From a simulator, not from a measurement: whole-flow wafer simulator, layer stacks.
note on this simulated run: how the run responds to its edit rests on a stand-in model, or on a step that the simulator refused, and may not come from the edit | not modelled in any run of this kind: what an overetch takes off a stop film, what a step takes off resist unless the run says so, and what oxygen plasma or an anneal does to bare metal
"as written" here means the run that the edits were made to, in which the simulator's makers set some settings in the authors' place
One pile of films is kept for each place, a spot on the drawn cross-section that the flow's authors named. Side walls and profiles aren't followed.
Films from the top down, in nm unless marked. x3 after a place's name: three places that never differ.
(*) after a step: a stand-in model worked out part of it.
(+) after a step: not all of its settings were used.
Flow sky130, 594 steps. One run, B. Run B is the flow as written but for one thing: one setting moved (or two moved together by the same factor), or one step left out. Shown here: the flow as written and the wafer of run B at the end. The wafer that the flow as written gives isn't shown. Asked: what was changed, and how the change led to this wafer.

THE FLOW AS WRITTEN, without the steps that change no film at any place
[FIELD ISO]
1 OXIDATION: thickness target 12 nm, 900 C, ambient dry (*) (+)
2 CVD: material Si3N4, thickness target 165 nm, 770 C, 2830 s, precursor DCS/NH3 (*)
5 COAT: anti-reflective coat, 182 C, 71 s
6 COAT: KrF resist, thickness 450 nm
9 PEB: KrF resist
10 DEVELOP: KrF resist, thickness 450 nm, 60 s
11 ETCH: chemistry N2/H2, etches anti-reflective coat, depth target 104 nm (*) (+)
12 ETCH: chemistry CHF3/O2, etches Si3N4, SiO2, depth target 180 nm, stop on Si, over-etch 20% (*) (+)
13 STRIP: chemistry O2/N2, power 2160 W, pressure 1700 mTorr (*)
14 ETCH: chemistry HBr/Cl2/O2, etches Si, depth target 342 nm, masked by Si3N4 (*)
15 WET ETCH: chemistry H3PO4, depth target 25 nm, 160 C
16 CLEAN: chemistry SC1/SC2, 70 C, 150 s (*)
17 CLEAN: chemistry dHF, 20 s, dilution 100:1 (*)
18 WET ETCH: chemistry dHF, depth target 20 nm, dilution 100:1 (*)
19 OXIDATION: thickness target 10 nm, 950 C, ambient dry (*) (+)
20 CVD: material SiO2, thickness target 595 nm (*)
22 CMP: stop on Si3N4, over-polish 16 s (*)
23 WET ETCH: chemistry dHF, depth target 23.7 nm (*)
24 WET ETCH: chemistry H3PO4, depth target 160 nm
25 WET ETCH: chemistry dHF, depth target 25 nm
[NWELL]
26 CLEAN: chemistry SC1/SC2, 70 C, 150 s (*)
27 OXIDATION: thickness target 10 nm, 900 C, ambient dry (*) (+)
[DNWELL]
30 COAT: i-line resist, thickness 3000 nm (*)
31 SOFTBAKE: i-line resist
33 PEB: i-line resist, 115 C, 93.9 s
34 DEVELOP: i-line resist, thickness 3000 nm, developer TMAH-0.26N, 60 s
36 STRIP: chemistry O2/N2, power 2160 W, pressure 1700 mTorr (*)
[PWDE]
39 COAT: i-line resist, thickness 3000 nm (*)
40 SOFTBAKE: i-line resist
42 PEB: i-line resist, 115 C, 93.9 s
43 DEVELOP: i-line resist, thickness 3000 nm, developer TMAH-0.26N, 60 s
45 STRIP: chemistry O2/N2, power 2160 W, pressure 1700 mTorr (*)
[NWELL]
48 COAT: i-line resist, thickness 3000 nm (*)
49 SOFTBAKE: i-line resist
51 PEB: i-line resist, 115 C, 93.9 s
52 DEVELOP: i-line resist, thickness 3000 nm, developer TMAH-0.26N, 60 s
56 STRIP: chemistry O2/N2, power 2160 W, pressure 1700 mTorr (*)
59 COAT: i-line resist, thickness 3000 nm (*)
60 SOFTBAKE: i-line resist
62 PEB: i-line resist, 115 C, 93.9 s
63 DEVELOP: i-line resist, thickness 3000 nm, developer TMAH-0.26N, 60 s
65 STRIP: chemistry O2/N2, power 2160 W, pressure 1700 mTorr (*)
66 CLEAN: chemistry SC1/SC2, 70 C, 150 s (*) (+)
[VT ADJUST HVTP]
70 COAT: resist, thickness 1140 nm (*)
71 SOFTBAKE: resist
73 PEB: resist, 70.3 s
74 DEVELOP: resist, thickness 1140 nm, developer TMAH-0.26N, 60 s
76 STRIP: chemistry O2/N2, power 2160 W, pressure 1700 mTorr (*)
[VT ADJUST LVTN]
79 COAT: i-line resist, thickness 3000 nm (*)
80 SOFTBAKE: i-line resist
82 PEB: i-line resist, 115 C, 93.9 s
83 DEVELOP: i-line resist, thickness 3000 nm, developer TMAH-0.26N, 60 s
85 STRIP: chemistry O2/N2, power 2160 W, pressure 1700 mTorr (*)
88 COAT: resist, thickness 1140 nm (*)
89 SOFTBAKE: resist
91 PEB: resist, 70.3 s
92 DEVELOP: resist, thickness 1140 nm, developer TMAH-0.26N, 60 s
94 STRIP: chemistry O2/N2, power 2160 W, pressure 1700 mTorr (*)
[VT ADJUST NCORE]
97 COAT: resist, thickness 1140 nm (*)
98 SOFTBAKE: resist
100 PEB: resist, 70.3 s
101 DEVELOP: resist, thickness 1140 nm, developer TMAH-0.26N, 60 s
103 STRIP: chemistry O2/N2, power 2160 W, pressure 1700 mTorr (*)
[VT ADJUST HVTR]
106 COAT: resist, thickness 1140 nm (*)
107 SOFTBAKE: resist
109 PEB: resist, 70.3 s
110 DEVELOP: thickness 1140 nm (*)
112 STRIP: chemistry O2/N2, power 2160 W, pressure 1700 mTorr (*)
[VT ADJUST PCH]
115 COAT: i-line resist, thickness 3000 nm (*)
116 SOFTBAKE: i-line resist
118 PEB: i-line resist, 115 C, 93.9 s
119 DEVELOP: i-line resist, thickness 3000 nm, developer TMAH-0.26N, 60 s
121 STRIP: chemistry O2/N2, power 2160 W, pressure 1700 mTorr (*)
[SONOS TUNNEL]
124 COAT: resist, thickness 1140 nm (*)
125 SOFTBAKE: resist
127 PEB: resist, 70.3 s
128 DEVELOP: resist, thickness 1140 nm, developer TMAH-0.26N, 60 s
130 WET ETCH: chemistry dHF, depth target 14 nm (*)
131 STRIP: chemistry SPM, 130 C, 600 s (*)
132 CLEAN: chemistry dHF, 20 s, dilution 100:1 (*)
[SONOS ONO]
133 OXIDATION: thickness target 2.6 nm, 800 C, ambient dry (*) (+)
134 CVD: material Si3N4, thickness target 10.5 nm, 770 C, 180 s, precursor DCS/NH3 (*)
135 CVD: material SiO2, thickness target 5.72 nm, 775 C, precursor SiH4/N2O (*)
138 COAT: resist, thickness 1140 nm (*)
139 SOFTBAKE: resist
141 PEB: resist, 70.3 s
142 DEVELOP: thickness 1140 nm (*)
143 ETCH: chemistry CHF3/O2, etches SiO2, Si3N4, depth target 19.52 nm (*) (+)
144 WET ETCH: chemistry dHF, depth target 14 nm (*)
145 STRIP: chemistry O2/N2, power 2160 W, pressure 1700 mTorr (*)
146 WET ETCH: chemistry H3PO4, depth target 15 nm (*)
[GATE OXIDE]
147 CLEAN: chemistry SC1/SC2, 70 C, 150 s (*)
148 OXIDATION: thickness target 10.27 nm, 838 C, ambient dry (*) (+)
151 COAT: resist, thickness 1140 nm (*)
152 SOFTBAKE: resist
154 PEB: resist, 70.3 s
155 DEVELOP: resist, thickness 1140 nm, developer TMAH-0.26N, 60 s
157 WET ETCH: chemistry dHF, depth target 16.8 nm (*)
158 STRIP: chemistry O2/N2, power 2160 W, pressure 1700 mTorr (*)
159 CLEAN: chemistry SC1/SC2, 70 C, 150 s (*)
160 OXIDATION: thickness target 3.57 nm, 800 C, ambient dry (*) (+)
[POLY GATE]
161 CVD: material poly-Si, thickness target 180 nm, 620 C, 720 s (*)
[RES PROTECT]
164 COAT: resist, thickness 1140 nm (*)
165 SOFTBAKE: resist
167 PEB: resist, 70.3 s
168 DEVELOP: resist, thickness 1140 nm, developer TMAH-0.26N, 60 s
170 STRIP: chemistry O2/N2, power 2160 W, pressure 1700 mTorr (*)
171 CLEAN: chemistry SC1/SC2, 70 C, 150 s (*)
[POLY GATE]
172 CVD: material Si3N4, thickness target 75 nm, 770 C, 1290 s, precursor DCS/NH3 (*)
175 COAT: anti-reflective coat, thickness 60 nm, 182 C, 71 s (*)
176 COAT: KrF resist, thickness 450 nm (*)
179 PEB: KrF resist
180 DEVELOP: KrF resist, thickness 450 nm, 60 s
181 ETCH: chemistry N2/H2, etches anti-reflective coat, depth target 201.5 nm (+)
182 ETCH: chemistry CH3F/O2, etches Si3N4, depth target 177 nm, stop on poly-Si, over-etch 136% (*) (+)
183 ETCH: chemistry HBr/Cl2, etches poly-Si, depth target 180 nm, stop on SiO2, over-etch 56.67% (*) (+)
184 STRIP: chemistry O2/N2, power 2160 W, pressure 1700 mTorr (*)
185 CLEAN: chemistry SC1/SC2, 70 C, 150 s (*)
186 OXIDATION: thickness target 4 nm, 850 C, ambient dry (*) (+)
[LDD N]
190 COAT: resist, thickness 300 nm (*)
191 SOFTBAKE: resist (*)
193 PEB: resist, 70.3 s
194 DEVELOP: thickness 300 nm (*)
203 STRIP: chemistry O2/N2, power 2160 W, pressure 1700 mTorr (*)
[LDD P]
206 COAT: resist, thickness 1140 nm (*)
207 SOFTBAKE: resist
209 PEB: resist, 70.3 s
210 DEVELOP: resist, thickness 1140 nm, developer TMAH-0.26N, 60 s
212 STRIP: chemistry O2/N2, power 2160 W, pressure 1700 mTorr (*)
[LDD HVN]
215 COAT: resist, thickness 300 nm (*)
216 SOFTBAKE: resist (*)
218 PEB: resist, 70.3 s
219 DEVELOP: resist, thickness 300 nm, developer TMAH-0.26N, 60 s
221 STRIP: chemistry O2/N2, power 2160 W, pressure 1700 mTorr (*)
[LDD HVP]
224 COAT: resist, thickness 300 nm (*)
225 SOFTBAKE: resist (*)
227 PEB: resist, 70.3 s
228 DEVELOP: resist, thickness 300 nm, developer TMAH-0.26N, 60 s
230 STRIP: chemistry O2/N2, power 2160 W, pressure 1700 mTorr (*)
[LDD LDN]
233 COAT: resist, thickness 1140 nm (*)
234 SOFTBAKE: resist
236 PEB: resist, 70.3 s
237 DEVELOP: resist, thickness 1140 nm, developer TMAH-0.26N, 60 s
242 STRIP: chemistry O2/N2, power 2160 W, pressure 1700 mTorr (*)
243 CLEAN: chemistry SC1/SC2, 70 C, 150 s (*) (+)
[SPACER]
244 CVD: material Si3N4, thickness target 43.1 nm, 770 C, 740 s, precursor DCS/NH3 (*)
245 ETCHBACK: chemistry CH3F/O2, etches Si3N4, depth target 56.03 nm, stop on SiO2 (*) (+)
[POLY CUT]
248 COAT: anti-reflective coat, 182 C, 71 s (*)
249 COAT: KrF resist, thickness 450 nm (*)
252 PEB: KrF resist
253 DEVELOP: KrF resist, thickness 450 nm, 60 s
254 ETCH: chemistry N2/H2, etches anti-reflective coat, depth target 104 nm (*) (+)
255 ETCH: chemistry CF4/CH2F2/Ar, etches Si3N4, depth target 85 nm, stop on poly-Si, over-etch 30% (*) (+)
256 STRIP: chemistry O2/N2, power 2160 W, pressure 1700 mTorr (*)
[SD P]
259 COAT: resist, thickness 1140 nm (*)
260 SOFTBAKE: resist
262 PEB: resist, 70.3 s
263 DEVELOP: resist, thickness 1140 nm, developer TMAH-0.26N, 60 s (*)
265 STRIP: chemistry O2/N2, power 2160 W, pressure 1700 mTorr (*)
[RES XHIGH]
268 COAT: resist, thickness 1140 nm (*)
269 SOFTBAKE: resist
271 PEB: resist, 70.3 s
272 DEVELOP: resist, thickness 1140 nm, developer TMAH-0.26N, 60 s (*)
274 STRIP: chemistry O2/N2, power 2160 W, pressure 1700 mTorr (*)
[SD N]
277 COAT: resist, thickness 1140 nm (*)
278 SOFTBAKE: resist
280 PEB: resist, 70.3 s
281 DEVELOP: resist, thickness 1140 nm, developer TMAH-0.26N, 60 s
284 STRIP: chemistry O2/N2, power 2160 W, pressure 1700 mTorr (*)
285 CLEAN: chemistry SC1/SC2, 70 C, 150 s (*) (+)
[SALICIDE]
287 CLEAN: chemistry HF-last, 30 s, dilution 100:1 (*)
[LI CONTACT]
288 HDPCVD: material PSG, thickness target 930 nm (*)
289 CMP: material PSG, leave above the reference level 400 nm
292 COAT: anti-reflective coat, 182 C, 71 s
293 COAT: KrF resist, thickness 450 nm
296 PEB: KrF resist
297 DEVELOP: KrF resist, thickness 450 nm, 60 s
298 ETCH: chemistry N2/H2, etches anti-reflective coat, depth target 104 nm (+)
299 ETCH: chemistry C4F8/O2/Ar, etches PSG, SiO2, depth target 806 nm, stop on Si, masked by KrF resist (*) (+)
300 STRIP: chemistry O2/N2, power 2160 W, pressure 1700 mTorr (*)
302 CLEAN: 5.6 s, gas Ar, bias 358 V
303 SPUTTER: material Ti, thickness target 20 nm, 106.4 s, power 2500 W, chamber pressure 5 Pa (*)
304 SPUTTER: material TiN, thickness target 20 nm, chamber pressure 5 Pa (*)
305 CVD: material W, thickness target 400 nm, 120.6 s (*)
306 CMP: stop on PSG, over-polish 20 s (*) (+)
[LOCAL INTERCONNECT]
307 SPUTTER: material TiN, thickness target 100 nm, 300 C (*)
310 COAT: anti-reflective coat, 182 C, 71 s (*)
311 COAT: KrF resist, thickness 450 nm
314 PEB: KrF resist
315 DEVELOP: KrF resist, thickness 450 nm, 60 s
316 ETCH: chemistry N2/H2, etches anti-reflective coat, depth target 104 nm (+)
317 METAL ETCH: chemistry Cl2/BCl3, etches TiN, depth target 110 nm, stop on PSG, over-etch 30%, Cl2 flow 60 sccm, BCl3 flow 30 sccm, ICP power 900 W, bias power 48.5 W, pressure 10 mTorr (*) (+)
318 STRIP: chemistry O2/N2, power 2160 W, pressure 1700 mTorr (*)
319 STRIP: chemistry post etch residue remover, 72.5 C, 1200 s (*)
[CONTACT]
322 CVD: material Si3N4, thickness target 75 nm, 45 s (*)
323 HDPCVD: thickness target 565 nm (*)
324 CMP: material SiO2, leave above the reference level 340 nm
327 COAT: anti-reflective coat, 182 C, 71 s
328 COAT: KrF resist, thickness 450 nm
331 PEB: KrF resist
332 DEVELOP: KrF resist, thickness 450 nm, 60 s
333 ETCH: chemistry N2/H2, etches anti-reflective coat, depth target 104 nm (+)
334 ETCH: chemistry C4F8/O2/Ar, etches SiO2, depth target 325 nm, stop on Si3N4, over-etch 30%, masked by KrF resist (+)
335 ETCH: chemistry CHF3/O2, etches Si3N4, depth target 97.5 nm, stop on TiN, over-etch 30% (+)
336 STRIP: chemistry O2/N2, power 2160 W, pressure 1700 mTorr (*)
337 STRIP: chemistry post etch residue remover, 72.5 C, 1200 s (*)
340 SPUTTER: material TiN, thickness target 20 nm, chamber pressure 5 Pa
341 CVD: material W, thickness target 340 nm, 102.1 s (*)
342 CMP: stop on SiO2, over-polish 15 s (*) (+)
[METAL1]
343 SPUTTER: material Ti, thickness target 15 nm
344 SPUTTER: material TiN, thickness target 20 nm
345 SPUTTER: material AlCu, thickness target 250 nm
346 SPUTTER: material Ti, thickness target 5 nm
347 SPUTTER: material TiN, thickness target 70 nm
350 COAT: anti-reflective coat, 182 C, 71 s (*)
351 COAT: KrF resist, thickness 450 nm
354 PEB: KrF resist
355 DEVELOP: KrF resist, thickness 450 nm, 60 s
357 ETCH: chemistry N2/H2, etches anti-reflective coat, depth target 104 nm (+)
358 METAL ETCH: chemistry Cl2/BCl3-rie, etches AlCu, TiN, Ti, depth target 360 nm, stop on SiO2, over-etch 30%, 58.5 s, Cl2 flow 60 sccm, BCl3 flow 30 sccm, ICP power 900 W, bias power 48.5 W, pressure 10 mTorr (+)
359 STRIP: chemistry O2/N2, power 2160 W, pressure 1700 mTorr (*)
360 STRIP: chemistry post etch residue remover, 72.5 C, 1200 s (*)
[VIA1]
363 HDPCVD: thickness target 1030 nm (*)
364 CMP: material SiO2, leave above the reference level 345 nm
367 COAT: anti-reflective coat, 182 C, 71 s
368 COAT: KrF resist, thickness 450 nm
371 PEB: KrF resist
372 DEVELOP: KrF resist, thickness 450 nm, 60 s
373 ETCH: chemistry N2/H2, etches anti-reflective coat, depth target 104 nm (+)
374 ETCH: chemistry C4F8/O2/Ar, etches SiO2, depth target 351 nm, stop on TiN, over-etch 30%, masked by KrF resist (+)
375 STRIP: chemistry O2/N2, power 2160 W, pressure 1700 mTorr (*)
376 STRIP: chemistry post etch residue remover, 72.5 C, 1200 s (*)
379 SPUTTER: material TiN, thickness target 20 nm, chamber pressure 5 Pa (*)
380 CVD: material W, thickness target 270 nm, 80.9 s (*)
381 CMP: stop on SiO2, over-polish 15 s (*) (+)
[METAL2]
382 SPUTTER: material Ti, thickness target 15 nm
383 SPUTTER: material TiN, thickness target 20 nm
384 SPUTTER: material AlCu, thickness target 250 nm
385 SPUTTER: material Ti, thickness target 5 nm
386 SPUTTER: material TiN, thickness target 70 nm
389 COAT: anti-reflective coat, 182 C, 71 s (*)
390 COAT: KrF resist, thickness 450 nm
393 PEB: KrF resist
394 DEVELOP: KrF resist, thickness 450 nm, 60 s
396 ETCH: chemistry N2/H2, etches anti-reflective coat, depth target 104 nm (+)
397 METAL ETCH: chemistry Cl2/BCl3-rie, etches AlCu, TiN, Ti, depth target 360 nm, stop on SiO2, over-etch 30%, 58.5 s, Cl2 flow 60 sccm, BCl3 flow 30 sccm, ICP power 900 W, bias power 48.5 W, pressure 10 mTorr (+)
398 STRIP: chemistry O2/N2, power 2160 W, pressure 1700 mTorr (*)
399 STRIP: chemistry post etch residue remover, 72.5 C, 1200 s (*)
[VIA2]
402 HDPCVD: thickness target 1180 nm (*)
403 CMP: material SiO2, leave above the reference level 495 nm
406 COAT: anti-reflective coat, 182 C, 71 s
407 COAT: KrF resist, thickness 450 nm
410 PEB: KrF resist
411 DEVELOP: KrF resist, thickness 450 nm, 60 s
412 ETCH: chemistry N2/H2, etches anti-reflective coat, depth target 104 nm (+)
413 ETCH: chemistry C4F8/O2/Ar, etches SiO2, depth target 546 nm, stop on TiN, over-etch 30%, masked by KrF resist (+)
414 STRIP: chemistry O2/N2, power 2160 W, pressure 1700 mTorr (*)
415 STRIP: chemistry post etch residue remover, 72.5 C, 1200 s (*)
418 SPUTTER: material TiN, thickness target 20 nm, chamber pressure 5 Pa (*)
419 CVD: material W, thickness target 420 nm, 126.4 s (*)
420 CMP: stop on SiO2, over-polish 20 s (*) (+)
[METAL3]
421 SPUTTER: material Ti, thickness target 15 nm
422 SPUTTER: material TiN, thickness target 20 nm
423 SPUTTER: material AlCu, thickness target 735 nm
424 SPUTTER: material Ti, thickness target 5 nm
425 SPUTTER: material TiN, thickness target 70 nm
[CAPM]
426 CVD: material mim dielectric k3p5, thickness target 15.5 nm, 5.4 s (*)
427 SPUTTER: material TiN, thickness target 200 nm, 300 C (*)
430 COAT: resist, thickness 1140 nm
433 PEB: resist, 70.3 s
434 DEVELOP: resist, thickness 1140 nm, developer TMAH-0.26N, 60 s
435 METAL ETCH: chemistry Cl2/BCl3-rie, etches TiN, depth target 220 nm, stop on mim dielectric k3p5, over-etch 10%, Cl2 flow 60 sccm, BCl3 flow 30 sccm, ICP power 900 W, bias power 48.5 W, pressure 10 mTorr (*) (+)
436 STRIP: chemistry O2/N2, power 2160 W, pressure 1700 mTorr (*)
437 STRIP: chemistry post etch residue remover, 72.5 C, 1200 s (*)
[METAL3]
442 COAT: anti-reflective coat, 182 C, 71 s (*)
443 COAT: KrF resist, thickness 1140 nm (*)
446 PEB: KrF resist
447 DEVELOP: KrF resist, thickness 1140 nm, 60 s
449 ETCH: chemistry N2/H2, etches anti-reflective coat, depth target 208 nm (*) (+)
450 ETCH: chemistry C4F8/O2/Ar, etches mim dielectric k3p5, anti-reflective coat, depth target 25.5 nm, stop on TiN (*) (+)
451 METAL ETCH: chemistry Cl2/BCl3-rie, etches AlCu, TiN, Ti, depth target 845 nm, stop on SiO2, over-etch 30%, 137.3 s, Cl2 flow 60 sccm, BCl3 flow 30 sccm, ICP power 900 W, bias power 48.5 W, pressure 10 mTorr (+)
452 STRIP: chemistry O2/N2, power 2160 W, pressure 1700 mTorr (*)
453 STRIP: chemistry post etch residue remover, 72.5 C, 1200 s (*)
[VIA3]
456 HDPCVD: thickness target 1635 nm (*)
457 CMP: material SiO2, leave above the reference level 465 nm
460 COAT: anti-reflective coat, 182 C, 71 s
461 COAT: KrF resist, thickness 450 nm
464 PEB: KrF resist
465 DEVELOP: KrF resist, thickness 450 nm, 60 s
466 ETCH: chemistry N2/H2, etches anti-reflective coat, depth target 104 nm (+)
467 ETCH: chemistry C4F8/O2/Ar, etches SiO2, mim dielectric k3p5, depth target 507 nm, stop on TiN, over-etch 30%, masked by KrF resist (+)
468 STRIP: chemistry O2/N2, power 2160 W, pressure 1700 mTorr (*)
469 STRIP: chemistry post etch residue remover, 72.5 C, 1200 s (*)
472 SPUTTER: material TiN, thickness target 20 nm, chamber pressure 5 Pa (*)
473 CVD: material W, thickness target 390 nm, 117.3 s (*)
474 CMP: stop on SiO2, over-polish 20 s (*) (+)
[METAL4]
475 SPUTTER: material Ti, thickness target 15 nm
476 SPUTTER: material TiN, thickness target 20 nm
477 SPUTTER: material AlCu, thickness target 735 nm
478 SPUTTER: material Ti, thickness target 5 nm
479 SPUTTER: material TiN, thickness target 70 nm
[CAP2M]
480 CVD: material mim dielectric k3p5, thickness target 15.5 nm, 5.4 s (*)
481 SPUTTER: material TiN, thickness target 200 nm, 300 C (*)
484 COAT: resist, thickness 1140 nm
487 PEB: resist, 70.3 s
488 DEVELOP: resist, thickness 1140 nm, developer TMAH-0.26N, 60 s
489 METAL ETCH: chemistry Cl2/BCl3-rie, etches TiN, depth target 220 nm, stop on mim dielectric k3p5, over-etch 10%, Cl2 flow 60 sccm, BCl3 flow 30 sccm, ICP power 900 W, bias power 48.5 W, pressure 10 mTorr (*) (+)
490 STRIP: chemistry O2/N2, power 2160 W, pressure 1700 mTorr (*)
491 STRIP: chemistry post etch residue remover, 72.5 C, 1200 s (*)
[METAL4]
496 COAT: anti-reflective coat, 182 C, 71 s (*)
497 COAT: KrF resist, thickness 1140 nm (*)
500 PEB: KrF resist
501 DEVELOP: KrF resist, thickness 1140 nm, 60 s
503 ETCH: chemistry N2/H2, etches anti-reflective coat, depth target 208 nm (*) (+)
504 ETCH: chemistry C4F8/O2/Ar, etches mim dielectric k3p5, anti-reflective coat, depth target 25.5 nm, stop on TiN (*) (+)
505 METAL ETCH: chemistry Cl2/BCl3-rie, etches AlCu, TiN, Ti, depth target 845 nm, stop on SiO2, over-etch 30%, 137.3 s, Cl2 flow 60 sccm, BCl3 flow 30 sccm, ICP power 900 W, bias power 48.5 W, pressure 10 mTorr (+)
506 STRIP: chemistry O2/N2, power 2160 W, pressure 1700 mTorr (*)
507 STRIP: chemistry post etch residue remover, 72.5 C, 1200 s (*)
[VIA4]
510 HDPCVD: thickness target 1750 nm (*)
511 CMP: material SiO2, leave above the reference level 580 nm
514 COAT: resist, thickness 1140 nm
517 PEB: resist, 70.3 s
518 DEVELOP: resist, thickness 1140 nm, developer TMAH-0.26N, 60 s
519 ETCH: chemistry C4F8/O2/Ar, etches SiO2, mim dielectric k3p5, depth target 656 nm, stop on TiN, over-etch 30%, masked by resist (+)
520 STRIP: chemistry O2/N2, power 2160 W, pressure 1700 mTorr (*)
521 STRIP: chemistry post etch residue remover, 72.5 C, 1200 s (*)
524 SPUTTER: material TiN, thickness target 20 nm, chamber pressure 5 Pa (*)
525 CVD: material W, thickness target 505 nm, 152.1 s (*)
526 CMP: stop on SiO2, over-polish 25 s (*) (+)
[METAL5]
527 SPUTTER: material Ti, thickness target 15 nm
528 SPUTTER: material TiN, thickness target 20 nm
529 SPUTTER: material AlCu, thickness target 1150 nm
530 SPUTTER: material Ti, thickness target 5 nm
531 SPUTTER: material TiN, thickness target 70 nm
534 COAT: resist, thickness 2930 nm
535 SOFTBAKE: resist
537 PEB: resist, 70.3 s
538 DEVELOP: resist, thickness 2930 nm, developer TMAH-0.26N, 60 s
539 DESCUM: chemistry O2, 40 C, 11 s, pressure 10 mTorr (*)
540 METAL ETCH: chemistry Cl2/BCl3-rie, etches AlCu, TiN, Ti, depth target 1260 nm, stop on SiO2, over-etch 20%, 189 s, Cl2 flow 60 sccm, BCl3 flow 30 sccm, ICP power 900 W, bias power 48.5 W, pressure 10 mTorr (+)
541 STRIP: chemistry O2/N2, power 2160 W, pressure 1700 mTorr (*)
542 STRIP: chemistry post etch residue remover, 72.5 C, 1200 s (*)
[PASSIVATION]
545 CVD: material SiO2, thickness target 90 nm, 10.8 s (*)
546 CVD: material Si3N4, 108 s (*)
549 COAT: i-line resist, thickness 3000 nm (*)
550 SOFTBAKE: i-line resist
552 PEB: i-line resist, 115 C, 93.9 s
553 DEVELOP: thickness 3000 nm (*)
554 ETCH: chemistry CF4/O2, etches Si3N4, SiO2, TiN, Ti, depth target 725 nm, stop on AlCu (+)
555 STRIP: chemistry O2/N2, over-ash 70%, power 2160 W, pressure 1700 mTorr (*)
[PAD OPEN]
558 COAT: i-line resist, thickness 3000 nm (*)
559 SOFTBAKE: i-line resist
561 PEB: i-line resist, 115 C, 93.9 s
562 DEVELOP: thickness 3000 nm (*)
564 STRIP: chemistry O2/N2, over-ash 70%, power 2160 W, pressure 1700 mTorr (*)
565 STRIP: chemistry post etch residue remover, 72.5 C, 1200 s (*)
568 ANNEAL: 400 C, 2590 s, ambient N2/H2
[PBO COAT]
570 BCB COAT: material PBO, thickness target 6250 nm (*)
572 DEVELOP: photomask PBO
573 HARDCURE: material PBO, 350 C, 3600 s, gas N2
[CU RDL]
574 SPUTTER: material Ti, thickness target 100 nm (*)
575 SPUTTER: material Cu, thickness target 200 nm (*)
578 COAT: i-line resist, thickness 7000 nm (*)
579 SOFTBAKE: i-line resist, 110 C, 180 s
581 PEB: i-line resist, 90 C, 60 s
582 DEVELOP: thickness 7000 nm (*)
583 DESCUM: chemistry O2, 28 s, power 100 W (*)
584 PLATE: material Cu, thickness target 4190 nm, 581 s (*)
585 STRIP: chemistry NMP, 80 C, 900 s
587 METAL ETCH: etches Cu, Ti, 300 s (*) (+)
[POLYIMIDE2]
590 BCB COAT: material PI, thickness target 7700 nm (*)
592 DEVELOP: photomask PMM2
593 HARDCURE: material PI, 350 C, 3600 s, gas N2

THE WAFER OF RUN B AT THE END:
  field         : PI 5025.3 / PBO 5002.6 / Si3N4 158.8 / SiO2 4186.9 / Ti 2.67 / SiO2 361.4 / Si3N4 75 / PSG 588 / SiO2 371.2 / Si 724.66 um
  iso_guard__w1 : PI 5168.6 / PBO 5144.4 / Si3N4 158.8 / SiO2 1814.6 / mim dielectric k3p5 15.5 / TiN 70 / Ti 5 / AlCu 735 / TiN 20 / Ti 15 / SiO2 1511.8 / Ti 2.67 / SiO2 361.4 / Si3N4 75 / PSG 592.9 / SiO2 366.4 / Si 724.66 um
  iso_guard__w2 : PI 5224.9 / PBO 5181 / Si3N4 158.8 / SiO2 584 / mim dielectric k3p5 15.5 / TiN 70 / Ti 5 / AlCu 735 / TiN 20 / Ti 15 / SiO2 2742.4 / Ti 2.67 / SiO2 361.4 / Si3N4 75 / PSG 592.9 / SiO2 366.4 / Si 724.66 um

The cause: step 345, SPUTTER: thickness target 362 nm was run, where the flow has thickness target 250 nm.

How the change led to this, step by step:
  345 SPUTTER: material AlCu, thickness target 250 nm
      field, active, n_well and 188 more: AlCu +362 (new film) (as written it would be: AlCu +250 (new film))
  358 METAL ETCH: chemistry Cl2/BCl3-rie, etches AlCu, TiN, Ti, depth target 360 nm, stop on SiO2, over-etch 30%, 58.5 s, Cl2 flow 60 sccm, BCl3 flow 30 sccm, ICP power 900 W, bias power 48.5 W, pressure 10 mTorr (+)
      field, active, gate and 81 more: TiN -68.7 (all of it), Ti -5 (all of it), AlCu -362 (all of it), TiN -20 (all of it), Ti -12.3 (as written it would be: TiN -68.7 (all of it), Ti -5 (all of it), AlCu -250 (all of it), TiN -20 (all of it), Ti -15 (all of it), SiO2 -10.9)
  363 HDPCVD: thickness target 1030 nm (*)
      field, active, gate and 81 more: SiO2 +1030 (new film) (as written it would be: SiO2 +1030)
  364 CMP: material SiO2, leave above the reference level 345 nm
      field, active, gate and 81 more: SiO2 -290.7 (as written it would be: SiO2 -389.1)
Counting metal films that touch as one body, field has 1 body; the flow as written gives 0 bodies.
Counting metal films that touch as one body, iso_guard__w1 has 2 bodies (between them, from the top down: SiO2 1511.8); the flow as written gives 1 body.
Counting metal films that touch as one body, iso_guard__w2 has 2 bodies (between them, from the top down: SiO2 2742.4); the flow as written gives 1 body.
